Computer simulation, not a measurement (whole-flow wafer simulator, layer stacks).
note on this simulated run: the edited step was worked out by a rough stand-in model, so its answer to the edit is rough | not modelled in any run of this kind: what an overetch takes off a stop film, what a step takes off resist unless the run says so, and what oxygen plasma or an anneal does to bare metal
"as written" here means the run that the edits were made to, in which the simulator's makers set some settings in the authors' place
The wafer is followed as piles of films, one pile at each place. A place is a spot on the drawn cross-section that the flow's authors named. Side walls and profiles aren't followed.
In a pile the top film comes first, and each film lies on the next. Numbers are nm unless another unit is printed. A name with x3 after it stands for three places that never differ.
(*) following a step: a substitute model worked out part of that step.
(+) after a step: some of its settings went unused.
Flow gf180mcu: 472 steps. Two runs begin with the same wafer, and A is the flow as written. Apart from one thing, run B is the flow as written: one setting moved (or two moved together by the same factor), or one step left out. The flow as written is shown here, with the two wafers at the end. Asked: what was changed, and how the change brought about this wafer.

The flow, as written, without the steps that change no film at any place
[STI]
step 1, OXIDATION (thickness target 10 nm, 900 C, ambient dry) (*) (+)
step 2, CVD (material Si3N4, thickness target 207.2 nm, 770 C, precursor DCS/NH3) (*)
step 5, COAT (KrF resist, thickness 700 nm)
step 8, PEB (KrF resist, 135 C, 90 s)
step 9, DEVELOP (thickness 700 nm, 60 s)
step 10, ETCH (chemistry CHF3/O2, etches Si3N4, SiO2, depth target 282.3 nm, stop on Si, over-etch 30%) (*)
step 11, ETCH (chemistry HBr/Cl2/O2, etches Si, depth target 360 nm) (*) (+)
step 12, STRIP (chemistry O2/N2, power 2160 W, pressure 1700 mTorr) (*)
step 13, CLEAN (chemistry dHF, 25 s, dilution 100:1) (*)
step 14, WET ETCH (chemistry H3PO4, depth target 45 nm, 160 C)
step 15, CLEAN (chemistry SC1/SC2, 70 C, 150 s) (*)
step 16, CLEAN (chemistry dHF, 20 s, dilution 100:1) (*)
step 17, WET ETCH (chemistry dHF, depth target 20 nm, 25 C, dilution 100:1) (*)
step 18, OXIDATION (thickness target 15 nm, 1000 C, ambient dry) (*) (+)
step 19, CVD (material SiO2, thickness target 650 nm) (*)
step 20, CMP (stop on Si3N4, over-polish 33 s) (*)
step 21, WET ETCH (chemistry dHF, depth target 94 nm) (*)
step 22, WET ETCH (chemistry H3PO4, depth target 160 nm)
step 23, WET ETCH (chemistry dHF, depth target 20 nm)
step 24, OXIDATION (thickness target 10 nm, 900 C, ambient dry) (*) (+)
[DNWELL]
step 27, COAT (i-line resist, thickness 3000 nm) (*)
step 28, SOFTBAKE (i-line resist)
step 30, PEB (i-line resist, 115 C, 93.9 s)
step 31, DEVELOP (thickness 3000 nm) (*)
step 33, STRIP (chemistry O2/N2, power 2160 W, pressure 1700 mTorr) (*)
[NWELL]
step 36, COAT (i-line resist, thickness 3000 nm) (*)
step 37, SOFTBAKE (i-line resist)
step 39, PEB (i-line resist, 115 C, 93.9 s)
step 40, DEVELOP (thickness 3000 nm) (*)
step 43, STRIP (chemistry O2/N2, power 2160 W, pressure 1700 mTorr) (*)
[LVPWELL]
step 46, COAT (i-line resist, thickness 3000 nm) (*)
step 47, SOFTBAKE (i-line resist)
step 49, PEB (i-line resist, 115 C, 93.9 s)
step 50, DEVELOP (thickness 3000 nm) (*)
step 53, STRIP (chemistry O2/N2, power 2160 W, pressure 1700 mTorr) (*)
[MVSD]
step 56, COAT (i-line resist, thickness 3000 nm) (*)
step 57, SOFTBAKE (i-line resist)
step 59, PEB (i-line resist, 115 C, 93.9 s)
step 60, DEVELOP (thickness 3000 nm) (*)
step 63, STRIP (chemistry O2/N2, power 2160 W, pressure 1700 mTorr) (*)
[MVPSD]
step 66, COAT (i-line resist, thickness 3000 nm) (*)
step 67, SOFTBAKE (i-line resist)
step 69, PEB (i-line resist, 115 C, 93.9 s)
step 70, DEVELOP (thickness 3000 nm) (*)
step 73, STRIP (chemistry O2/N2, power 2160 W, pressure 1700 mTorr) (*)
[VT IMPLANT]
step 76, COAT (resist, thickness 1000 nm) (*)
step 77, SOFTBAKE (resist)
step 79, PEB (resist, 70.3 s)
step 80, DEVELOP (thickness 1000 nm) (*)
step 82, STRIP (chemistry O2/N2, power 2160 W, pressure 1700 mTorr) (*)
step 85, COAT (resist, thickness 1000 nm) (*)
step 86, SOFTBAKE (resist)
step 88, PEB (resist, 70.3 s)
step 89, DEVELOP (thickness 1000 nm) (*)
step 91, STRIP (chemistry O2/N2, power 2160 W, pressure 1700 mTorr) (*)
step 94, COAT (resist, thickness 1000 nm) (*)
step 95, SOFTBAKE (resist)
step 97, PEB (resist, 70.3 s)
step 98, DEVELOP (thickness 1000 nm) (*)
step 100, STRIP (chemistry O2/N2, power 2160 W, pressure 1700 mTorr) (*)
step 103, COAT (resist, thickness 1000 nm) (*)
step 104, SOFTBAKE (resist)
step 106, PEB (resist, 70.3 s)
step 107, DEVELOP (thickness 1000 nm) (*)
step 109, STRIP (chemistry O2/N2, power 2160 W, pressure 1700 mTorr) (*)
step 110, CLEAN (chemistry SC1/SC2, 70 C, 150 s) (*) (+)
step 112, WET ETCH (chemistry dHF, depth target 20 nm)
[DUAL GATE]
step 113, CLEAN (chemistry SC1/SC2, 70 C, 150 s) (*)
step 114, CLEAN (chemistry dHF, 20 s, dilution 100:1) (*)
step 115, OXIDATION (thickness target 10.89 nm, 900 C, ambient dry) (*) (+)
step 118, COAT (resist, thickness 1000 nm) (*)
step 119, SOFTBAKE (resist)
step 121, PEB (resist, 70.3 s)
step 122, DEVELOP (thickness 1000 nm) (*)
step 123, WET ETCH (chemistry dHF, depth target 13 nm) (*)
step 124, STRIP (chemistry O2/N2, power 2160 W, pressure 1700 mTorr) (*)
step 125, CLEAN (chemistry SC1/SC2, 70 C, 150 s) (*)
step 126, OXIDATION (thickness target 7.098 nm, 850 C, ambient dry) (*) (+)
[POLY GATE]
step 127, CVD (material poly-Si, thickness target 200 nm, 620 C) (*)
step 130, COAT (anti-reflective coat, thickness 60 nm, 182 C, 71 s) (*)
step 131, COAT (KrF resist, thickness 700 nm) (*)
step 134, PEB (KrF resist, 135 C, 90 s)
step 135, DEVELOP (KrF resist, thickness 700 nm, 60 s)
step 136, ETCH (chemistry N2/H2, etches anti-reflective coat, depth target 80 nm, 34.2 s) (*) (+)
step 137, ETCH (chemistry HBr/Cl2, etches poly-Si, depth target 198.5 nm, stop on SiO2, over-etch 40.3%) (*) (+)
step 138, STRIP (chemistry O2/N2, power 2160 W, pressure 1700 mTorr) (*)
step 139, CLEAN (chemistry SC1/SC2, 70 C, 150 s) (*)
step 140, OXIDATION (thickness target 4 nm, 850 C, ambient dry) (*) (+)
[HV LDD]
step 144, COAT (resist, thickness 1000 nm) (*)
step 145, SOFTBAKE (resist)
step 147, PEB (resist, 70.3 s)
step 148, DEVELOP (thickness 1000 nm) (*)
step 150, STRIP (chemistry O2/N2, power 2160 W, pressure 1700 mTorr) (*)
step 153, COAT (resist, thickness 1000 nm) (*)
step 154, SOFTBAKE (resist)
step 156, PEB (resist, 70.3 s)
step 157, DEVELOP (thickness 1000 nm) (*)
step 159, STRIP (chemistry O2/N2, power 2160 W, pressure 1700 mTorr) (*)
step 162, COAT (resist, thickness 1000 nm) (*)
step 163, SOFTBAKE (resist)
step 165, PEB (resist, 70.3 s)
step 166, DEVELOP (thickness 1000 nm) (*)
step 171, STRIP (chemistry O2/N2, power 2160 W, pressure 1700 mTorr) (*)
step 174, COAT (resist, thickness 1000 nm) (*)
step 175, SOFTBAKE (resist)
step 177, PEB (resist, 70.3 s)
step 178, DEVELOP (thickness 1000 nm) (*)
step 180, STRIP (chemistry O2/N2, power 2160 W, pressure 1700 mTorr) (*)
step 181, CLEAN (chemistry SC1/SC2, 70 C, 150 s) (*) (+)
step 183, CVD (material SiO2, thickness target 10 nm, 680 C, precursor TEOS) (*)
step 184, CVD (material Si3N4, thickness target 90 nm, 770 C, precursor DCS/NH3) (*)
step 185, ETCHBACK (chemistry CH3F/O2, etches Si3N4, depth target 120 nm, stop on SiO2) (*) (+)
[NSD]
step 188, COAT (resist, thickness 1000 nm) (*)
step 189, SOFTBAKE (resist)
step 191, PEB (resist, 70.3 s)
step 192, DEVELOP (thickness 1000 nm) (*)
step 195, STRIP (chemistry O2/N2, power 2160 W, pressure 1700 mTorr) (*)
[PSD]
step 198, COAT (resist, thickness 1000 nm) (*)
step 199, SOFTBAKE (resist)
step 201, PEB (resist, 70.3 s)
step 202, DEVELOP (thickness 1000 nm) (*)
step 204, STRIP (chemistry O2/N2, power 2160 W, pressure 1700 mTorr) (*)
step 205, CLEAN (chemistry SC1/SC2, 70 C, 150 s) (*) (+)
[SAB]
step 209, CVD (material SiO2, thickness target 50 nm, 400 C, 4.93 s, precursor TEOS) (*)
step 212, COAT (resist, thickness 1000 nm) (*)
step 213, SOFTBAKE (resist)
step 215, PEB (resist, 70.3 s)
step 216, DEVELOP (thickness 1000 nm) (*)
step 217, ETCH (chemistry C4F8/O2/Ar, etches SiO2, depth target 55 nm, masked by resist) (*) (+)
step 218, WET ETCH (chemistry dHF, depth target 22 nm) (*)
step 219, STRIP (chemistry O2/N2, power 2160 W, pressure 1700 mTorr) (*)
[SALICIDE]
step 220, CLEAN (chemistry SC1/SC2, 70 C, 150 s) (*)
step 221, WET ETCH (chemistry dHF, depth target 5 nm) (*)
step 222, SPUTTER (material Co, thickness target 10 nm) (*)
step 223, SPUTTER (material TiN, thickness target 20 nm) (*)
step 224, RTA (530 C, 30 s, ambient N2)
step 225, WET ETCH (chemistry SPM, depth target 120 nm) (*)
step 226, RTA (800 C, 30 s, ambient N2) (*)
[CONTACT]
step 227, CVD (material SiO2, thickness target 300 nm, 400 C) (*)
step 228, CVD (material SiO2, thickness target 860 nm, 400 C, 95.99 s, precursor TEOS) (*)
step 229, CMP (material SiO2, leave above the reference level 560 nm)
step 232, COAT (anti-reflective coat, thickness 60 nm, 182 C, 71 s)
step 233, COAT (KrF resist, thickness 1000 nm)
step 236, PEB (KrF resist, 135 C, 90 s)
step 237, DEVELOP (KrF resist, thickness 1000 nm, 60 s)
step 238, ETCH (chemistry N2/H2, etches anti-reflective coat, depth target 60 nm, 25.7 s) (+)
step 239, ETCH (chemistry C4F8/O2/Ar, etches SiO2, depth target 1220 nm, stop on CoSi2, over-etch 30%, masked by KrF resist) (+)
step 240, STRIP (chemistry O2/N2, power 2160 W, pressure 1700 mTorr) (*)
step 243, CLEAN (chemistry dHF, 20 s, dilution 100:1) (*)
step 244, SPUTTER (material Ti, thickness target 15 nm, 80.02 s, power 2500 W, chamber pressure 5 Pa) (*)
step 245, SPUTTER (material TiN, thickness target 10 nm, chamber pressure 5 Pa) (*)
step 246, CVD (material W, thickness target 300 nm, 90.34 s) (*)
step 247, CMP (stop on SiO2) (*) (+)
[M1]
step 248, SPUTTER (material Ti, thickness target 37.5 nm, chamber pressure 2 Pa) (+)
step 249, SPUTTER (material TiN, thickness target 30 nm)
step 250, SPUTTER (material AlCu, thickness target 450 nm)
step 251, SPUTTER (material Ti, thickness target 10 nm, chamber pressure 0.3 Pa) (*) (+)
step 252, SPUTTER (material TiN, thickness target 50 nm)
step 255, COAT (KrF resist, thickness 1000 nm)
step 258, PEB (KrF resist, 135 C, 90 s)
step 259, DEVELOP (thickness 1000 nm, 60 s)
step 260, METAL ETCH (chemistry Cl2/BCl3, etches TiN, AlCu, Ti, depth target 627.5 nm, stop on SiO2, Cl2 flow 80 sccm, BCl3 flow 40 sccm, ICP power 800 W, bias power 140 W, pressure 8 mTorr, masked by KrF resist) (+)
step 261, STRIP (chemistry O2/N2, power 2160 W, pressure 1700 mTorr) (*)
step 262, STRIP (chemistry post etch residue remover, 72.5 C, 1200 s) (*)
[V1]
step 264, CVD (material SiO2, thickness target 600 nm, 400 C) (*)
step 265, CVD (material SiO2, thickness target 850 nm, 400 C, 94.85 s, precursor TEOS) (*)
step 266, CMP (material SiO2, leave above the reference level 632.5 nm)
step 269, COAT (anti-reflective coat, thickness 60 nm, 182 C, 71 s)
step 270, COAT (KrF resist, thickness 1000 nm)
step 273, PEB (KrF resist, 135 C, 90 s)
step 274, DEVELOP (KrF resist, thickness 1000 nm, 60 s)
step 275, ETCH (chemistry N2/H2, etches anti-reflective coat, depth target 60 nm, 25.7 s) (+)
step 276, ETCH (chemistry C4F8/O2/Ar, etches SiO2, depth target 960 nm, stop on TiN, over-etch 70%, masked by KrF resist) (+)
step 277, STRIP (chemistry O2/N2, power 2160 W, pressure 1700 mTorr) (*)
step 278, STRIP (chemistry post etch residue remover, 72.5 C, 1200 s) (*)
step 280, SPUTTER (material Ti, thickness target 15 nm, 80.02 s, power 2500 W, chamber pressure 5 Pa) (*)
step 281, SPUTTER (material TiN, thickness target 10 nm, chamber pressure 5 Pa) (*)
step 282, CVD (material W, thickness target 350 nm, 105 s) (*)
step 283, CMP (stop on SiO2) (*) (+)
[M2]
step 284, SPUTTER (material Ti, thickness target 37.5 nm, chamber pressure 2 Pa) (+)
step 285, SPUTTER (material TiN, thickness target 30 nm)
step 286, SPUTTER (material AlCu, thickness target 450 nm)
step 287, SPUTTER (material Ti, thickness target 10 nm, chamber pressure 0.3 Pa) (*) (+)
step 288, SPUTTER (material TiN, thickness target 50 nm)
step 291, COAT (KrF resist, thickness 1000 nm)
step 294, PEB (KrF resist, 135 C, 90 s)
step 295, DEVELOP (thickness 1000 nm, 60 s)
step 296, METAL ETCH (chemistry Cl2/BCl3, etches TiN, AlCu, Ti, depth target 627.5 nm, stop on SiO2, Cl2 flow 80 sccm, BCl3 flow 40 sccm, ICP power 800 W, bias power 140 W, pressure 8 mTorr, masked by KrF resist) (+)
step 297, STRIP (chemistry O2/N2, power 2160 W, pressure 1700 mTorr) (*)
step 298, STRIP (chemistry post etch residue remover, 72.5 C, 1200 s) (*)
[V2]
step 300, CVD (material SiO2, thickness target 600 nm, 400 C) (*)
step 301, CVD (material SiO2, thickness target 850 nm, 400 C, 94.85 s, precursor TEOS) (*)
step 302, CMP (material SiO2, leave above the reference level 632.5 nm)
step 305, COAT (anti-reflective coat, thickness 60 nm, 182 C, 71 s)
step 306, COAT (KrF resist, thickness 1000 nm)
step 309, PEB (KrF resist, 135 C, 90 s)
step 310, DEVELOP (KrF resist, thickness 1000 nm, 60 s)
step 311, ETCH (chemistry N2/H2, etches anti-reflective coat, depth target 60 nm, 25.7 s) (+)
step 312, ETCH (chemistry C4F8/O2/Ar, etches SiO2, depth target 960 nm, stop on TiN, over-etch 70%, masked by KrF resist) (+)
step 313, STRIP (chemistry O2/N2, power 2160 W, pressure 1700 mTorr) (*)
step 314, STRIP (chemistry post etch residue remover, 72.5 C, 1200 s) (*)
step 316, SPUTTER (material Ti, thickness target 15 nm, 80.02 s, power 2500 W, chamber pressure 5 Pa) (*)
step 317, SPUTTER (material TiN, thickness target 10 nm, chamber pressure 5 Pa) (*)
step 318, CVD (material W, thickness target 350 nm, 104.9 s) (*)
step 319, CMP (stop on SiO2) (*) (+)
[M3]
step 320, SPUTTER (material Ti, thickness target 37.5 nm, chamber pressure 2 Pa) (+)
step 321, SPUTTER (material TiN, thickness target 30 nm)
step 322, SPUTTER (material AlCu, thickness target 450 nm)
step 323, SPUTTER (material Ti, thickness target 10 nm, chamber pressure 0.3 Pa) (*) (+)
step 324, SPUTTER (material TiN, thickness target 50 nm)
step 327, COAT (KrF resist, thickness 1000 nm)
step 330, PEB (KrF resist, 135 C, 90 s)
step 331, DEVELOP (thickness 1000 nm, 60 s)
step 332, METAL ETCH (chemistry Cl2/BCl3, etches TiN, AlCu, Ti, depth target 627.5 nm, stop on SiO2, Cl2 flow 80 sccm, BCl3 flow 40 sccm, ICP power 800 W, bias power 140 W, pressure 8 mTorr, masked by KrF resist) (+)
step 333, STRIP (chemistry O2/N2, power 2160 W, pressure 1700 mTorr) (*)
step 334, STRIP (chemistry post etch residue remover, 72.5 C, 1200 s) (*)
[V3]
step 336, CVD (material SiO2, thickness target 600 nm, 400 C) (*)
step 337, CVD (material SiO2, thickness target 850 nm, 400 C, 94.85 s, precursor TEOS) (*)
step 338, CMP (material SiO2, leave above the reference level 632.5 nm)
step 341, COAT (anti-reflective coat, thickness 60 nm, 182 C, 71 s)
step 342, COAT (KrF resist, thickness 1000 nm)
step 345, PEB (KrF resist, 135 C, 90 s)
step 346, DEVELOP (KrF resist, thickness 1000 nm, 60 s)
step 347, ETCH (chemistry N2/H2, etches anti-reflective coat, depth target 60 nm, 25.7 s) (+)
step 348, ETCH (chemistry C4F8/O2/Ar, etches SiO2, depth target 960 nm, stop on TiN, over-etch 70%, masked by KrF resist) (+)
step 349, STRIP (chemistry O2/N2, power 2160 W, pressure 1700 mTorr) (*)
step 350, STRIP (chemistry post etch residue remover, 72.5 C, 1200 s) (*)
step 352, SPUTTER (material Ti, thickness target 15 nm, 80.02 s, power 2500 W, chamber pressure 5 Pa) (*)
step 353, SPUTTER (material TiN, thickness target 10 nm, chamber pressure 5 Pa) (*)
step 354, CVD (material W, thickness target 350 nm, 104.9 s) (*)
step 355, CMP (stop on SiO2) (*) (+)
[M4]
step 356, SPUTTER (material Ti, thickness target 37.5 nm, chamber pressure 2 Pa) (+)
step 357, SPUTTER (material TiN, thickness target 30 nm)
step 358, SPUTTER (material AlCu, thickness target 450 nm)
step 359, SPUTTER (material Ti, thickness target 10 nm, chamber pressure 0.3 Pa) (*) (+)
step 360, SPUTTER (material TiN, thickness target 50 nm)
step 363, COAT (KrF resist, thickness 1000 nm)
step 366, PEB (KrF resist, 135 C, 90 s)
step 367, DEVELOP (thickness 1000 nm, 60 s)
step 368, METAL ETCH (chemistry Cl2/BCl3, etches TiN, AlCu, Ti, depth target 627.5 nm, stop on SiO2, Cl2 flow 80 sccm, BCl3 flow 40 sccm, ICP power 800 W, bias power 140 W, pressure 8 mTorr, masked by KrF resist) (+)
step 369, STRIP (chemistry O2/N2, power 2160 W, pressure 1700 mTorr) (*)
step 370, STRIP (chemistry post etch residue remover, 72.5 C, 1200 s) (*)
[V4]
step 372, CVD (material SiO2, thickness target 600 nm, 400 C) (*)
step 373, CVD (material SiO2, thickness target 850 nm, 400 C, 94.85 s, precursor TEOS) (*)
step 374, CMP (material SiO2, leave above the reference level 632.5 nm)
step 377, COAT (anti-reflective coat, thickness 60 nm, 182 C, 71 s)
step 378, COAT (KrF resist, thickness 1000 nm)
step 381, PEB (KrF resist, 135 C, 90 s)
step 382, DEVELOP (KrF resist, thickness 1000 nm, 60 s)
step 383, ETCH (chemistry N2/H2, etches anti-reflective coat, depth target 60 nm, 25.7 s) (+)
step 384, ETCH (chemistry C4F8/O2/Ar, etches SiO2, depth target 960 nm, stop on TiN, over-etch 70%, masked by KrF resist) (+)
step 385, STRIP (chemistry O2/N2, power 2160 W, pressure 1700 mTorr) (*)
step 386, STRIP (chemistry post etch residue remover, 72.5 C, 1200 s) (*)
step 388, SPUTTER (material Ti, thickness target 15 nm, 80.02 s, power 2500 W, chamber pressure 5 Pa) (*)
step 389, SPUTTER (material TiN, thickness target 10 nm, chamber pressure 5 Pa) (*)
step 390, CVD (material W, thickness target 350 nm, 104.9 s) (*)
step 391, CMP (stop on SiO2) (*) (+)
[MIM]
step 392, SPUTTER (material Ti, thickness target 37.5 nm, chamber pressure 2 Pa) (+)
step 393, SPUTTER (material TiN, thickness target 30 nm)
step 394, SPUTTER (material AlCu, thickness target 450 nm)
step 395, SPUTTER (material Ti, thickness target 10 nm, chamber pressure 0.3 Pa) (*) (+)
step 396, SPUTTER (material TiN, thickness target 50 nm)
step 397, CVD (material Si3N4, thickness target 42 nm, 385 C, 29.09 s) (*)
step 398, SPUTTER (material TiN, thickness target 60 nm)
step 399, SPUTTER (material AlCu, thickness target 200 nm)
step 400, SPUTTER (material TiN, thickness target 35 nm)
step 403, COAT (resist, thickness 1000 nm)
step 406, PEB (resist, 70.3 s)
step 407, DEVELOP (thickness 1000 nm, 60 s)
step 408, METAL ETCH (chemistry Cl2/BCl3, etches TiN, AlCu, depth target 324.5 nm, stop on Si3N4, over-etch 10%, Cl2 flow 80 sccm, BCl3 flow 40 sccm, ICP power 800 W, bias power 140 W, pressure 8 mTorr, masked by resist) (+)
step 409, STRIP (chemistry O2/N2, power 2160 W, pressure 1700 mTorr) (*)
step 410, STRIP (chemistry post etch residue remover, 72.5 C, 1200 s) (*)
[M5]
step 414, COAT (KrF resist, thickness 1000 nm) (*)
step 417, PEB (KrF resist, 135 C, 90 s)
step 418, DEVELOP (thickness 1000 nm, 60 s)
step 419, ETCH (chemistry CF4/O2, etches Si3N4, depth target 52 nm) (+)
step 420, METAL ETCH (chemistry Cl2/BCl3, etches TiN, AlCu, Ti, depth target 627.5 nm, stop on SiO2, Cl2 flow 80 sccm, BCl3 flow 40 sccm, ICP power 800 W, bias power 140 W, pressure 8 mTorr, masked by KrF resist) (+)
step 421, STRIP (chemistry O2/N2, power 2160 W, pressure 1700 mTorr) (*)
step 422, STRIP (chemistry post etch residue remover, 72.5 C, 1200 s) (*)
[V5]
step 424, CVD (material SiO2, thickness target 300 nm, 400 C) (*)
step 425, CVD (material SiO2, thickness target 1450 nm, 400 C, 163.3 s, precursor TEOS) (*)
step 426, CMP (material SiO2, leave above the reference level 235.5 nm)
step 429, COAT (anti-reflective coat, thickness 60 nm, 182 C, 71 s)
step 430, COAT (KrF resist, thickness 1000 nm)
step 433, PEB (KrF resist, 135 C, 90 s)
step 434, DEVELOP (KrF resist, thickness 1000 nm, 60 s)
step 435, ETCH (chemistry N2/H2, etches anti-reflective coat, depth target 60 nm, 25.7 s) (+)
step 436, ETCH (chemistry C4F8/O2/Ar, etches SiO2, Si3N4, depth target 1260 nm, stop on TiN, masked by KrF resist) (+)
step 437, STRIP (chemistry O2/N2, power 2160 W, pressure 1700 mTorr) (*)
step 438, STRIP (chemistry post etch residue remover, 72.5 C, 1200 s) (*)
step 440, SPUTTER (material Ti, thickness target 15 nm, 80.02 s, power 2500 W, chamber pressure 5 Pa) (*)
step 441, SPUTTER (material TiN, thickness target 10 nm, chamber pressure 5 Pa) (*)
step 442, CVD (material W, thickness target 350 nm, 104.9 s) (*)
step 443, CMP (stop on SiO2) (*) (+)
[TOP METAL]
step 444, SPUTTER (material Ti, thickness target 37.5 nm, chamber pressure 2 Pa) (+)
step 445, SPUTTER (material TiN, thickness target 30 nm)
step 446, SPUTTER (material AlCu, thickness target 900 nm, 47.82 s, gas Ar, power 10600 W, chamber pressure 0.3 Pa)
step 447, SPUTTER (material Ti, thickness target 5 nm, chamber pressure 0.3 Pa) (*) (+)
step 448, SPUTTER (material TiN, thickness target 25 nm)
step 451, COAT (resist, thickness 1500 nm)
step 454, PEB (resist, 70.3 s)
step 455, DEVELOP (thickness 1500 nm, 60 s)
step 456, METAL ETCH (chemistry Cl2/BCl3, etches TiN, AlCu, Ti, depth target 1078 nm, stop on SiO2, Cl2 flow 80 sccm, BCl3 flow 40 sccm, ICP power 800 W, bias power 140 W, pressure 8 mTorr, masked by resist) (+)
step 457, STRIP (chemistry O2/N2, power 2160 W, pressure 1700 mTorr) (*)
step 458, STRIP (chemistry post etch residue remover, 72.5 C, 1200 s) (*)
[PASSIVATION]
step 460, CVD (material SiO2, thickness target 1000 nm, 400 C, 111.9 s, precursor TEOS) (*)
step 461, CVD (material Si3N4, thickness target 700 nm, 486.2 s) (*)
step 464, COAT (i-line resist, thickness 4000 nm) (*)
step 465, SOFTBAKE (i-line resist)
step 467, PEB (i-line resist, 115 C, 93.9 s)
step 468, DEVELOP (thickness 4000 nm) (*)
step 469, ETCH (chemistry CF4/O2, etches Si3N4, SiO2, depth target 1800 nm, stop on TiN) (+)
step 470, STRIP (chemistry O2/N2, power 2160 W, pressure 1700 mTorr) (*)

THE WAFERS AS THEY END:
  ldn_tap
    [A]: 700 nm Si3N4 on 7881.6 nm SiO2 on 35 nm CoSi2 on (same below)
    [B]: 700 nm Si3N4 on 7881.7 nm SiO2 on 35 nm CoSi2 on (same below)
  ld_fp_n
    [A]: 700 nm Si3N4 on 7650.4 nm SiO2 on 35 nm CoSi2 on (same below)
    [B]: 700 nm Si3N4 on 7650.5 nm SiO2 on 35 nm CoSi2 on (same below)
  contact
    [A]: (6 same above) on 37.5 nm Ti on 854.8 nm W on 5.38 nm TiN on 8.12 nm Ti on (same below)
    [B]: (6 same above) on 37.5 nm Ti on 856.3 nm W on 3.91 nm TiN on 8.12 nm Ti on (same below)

What caused this: step 441, SPUTTER: thickness target 7.25 nm was run, while the flow as written has thickness target 10 nm.

The path from the change to this, step by step:
  step 441, SPUTTER (material TiN, thickness target 10 nm, chamber pressure 5 Pa) (*)
      field, field__w1, field__w2 and 108 more: A +10 TiN (new film) | B +7.25 TiN (new film)
      contact: A +5.38 TiN (new film) | B +3.91 TiN (new film)
  step 443, CMP (stop on SiO2) (*) (+)
      field, field__w1, field__w2 and 108 more: A -350 W (all of it), -10 TiN (all of it), -15 Ti (all of it), -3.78 SiO2 | B -350 W (all of it), -7.25 TiN (all of it), -15 Ti (all of it), -3.76 SiO2
